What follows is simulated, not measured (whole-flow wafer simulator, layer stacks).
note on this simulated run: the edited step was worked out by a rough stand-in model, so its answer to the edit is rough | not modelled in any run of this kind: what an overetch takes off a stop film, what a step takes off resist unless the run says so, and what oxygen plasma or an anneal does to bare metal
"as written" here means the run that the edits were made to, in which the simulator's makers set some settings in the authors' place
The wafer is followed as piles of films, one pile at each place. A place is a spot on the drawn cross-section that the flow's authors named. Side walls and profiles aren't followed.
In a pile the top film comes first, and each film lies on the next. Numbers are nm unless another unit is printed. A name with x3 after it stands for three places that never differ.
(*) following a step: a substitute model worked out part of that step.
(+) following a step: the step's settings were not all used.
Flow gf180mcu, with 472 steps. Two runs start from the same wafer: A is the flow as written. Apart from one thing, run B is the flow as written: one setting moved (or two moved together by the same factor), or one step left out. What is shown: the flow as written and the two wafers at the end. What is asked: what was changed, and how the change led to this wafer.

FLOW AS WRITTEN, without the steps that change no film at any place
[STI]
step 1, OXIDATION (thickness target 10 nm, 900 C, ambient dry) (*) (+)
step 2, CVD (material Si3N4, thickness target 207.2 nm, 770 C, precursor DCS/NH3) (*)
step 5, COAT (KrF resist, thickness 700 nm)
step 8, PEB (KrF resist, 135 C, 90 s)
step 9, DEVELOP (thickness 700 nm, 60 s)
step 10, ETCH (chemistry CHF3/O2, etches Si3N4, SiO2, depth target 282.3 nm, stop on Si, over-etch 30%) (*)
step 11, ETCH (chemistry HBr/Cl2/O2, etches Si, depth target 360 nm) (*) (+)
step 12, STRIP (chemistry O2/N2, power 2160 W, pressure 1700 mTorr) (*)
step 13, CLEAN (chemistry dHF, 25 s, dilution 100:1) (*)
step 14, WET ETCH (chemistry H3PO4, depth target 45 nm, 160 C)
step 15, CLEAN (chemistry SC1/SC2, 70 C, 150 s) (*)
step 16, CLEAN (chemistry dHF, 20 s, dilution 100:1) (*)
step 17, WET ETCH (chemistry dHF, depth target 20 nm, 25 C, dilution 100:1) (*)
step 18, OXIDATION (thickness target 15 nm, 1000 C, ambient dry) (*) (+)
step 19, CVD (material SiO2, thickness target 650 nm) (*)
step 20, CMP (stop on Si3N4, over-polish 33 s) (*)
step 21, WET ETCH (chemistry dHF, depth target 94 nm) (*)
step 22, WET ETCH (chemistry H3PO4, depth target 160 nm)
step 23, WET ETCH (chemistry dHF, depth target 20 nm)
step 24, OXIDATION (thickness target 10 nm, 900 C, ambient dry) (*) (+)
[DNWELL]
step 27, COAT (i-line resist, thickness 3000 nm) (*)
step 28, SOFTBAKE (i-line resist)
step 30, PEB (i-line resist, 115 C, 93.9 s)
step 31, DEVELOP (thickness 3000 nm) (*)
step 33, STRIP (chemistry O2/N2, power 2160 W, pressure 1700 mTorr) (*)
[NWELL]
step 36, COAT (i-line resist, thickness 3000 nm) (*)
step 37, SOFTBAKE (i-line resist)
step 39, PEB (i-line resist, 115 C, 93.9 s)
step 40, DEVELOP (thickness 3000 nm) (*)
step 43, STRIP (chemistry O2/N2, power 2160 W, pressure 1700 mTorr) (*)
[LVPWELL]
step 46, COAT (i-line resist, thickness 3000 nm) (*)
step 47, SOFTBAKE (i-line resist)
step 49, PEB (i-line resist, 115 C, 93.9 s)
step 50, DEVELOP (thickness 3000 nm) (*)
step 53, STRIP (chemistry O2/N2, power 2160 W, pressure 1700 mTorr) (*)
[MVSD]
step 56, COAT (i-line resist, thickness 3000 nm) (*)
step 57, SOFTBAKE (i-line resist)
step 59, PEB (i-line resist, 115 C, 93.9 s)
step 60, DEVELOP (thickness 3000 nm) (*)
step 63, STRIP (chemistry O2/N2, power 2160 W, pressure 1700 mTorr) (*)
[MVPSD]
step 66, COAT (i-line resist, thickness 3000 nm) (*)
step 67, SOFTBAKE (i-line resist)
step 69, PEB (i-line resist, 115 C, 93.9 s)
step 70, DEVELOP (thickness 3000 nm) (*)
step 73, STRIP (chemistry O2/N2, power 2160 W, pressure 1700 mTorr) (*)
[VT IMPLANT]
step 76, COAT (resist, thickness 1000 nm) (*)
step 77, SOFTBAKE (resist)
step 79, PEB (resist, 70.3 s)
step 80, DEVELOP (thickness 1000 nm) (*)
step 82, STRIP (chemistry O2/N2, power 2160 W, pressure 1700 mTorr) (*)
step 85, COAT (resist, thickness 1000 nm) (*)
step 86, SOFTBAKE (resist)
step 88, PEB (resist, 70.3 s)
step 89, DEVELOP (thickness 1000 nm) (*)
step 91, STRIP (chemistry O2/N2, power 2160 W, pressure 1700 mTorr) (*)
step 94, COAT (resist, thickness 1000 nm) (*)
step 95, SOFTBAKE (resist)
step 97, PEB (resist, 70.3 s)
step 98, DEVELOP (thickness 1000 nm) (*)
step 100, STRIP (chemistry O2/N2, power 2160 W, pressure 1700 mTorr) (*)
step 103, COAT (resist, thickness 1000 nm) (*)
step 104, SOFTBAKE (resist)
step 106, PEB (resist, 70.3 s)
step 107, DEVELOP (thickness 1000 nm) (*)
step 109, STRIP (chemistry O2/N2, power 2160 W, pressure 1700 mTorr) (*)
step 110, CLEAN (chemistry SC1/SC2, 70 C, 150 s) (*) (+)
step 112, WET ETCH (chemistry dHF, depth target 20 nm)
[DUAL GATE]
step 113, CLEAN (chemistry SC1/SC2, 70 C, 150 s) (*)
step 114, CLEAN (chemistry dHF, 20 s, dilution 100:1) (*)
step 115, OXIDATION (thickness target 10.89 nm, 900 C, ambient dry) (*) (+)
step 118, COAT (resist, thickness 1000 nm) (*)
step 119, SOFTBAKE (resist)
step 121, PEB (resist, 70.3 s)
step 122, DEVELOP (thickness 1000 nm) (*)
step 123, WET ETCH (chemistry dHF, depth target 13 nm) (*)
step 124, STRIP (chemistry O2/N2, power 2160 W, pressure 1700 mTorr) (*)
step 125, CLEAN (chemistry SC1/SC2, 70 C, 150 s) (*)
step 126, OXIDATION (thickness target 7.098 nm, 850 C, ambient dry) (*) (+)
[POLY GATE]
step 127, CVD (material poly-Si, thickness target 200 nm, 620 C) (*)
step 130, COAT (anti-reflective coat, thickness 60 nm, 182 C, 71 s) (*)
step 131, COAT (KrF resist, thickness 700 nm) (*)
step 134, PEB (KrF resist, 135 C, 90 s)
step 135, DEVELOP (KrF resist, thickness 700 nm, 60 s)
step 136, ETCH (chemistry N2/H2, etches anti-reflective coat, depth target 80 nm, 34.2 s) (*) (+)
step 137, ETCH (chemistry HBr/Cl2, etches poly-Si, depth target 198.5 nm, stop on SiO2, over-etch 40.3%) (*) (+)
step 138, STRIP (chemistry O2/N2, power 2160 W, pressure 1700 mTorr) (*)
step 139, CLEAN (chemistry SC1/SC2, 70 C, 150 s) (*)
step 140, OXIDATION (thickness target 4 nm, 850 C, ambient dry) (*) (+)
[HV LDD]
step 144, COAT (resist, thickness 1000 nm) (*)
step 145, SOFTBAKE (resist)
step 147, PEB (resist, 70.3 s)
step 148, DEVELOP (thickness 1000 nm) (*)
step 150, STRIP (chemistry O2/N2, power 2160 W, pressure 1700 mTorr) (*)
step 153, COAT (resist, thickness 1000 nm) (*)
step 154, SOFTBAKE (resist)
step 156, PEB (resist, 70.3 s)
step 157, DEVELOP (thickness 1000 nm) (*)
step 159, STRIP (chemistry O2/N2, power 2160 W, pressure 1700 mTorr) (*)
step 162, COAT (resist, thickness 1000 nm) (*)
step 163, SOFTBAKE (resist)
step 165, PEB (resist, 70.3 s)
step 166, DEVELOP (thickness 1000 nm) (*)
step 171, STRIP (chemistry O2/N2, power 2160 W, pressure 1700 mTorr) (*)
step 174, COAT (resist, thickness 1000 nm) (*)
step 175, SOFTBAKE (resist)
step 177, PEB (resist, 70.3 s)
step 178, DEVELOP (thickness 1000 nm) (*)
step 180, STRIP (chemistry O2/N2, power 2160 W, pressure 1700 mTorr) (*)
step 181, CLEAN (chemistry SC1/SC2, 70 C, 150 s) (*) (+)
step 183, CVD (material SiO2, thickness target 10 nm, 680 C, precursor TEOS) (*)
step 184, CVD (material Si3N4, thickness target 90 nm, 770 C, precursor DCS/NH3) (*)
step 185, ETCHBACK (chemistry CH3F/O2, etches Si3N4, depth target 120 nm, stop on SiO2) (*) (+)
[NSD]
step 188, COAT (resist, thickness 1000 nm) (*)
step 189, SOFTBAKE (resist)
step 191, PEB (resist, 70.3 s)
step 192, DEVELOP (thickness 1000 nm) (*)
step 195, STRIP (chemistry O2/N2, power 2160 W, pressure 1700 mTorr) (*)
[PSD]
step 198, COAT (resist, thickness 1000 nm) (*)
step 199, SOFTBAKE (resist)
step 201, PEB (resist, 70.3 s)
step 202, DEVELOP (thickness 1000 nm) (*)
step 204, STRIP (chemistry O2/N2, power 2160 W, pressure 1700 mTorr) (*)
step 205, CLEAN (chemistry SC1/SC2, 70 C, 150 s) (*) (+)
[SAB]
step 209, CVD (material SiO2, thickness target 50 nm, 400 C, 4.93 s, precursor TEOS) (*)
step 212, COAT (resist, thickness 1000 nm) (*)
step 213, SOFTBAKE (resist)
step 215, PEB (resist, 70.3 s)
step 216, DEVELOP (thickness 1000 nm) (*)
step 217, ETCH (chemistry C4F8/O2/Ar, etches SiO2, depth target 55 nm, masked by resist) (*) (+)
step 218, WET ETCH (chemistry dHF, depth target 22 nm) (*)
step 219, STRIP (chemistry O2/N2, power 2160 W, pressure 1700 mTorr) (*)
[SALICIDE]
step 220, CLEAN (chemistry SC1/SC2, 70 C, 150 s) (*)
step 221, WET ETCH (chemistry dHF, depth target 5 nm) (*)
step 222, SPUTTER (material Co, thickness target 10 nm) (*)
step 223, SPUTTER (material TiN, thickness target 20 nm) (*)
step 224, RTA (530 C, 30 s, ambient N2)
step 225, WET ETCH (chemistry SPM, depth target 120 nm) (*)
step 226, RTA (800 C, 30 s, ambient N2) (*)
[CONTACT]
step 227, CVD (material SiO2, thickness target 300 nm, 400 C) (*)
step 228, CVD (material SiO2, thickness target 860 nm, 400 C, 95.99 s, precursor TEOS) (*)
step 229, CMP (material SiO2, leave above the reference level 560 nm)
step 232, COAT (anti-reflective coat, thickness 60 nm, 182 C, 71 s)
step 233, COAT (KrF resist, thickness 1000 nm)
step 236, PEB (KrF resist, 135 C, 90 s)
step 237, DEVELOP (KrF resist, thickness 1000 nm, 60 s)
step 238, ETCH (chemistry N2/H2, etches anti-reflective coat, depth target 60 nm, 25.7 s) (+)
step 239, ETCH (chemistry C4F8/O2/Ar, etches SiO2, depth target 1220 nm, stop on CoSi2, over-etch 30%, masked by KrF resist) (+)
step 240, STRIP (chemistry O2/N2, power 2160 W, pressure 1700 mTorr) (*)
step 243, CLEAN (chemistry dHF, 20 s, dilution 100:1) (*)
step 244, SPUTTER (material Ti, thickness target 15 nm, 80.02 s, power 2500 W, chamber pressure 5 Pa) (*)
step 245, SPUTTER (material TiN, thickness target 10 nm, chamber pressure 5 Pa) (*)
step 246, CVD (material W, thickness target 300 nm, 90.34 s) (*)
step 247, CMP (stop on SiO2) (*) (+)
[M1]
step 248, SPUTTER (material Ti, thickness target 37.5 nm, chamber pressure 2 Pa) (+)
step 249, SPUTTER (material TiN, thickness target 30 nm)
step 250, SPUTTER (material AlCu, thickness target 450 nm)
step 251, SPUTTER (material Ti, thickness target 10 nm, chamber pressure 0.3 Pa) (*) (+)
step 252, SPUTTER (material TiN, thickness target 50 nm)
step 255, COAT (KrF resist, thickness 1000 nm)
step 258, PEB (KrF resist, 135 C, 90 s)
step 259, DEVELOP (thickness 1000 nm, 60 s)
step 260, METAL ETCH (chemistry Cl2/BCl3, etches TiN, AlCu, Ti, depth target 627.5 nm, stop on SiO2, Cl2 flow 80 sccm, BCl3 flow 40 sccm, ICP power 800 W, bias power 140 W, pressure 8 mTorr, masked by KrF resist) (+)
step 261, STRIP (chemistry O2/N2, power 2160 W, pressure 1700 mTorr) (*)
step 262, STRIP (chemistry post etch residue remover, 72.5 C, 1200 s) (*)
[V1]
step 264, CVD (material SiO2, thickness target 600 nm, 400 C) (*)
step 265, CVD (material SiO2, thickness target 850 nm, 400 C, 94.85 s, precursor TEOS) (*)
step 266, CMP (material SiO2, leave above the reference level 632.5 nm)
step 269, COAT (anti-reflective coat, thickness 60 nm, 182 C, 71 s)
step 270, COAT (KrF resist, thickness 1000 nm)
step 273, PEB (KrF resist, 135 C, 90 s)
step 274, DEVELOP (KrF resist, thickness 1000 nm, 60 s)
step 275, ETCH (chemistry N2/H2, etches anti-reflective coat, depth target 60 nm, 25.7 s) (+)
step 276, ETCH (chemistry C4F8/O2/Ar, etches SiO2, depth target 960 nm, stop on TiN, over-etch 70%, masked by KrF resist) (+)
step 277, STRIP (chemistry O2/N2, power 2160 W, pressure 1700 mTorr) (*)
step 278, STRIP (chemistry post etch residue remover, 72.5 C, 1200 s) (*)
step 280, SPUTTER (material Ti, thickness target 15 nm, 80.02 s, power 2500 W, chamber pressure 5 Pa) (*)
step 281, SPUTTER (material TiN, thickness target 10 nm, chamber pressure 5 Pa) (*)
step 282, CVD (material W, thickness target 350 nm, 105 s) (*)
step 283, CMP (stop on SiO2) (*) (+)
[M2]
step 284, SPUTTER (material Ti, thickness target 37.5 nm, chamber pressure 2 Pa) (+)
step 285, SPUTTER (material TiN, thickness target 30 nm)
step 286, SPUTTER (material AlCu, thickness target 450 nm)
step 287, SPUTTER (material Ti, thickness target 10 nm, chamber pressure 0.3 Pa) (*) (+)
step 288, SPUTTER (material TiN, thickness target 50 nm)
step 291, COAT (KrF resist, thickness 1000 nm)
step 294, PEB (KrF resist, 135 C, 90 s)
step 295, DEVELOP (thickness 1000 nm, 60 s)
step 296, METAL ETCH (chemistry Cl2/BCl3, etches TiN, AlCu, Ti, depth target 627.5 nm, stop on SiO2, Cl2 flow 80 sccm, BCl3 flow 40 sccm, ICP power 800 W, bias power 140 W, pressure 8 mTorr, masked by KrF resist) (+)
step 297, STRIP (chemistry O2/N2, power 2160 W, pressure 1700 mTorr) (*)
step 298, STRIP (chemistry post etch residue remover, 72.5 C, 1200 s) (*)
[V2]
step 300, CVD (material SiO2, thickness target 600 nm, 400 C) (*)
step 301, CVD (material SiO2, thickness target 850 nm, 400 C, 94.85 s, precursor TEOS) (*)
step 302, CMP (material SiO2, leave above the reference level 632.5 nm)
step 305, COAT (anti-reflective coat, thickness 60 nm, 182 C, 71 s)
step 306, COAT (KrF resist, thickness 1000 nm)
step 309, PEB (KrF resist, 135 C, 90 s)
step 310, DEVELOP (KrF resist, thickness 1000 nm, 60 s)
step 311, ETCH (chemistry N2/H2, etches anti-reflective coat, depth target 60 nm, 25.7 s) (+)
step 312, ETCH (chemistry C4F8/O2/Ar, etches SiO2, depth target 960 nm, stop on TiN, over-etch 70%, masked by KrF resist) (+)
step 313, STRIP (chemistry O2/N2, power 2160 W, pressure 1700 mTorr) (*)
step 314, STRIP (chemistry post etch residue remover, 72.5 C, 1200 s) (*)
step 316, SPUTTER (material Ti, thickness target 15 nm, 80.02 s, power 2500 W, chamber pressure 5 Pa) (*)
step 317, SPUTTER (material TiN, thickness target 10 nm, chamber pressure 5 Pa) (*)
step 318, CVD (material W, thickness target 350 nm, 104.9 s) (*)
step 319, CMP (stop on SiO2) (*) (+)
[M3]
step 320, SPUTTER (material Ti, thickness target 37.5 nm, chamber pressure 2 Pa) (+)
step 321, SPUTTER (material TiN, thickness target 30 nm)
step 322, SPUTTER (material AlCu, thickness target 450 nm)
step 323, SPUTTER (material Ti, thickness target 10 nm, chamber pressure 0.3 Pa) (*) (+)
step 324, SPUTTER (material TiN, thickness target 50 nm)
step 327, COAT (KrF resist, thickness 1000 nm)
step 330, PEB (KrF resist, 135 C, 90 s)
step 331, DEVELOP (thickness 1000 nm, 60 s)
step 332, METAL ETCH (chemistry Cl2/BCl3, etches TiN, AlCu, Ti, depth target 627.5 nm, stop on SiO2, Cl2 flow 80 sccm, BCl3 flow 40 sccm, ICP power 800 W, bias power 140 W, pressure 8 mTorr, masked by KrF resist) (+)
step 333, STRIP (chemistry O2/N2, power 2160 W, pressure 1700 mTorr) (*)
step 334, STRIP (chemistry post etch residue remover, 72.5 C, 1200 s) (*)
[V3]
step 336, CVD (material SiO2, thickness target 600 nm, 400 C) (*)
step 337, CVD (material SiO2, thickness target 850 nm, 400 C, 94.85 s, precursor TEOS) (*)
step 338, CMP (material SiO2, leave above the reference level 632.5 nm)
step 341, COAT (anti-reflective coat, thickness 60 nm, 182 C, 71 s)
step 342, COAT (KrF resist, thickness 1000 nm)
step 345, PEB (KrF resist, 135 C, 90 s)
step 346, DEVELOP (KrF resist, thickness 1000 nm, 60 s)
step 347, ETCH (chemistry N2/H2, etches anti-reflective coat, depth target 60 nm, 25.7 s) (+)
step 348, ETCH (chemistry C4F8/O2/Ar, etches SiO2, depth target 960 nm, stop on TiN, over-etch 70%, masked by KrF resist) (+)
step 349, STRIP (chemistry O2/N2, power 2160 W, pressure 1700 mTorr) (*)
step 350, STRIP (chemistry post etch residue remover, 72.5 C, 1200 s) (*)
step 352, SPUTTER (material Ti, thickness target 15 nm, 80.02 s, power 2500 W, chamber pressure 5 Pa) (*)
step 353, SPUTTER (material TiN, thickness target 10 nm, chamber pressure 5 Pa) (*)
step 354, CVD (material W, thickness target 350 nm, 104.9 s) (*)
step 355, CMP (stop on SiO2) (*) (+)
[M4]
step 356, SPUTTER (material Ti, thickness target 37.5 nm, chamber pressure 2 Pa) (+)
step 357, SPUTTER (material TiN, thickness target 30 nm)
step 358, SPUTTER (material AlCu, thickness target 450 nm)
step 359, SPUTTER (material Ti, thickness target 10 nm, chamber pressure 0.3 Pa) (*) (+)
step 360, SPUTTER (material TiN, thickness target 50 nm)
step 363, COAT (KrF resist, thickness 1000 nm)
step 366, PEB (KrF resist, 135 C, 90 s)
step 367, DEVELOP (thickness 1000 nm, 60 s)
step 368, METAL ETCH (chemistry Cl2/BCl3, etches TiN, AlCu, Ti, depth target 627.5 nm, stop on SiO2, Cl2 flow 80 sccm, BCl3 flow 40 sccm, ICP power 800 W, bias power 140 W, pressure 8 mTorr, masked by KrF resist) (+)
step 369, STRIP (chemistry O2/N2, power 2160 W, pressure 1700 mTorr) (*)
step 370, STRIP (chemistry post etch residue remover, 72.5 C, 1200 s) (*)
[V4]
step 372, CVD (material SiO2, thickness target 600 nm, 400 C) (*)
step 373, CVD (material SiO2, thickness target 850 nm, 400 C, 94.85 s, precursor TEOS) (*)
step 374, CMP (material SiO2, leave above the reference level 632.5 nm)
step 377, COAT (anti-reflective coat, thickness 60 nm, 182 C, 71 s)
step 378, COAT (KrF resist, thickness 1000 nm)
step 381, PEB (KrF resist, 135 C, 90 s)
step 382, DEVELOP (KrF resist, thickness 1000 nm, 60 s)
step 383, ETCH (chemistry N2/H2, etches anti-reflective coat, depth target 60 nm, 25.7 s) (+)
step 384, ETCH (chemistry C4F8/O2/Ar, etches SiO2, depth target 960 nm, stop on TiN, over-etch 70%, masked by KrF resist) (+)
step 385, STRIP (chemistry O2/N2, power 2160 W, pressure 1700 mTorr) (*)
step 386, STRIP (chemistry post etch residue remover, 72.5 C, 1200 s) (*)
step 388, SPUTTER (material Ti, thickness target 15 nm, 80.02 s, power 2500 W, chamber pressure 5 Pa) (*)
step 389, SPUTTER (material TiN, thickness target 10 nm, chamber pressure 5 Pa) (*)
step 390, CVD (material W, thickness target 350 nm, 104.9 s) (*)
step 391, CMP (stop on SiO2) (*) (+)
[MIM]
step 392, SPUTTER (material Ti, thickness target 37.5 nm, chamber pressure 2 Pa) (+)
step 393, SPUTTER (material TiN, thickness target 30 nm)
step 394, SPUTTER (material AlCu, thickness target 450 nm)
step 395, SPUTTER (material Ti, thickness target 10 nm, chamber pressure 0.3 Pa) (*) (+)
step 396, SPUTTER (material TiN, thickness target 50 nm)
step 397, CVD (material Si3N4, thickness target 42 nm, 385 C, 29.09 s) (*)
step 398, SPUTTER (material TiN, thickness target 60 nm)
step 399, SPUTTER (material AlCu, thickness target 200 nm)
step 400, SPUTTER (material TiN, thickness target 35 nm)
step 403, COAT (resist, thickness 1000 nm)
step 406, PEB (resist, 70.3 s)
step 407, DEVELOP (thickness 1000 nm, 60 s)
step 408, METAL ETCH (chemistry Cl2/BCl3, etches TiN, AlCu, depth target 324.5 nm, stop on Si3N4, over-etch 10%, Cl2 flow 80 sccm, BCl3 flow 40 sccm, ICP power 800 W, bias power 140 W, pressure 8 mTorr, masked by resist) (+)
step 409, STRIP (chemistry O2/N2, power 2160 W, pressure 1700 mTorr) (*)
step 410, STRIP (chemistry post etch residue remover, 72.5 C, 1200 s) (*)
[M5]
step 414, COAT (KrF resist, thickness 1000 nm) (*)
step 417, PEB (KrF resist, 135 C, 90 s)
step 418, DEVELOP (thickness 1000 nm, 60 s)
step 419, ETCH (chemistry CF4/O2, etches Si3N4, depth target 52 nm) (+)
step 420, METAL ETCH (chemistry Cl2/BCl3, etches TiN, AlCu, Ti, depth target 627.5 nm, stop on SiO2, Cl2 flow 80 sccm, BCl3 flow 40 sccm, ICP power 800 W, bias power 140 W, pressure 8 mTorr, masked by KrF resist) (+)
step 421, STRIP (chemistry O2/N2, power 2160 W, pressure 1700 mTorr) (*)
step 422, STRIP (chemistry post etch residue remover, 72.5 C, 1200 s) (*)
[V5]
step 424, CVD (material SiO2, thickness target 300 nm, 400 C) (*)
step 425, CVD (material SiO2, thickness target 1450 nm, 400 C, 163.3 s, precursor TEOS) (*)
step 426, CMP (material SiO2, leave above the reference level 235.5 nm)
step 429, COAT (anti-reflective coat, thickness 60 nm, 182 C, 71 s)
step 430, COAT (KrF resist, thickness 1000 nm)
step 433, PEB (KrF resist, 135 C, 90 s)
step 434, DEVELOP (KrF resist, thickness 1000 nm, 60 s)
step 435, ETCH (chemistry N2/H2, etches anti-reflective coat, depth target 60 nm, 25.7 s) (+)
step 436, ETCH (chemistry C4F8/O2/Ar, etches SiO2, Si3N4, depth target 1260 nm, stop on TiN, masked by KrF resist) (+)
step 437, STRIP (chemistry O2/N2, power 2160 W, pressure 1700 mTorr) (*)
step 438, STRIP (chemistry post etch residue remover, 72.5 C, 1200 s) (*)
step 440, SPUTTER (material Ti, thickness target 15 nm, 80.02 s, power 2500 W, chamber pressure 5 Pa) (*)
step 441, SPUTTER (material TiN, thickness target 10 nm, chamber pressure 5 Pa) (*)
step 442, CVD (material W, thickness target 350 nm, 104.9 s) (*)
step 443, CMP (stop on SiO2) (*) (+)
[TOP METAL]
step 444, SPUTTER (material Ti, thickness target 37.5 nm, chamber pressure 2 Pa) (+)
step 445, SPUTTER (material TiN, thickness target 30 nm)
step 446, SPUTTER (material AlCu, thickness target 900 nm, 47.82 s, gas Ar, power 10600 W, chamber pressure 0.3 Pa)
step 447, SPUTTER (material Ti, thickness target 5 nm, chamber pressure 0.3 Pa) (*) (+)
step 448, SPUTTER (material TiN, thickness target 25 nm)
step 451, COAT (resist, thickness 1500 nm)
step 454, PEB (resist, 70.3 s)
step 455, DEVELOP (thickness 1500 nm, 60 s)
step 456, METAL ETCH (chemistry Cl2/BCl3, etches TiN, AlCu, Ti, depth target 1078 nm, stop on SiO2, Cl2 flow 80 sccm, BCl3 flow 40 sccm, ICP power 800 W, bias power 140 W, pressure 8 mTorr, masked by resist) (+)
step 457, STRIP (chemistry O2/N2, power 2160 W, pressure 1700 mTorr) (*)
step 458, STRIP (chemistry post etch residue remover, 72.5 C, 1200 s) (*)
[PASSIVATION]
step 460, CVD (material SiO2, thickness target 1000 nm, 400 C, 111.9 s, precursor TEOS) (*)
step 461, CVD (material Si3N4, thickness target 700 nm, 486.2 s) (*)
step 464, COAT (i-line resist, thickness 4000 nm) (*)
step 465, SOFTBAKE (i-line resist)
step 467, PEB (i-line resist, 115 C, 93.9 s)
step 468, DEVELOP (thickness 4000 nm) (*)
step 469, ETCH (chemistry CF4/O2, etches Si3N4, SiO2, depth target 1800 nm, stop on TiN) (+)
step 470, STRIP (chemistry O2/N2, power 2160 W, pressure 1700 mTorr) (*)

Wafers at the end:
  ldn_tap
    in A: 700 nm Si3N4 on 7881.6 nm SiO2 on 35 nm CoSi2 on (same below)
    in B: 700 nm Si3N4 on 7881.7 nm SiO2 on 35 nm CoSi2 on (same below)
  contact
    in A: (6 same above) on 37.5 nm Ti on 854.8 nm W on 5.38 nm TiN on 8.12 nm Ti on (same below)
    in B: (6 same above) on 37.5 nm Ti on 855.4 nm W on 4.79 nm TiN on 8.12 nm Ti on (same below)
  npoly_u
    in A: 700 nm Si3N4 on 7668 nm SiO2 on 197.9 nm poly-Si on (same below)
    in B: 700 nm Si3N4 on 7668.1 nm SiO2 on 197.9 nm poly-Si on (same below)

What caused this: step 441, SPUTTER: thickness target 8.9 nm was run, though the flow has thickness target 10 nm.

The path from the change to this, step by step:
  step 441, SPUTTER (material TiN, thickness target 10 nm, chamber pressure 5 Pa) (*)
      field, field__w1, field__w2 and 108 more: A TiN gains 10 (new film) | B TiN gains 8.9 (new film)
      contact: A TiN gains 5.38 (new film) | B TiN gains 4.79 (new film)
  step 443, CMP (stop on SiO2) (*) (+)
      field, field__w1, field__w2 and 108 more: A W loses 350 (all of it), TiN loses 10 (all of it), Ti loses 15 (all of it), SiO2 loses 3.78 | B W loses 350 (all of it), TiN loses 8.9 (all of it), Ti loses 15 (all of it), SiO2 loses 3.77
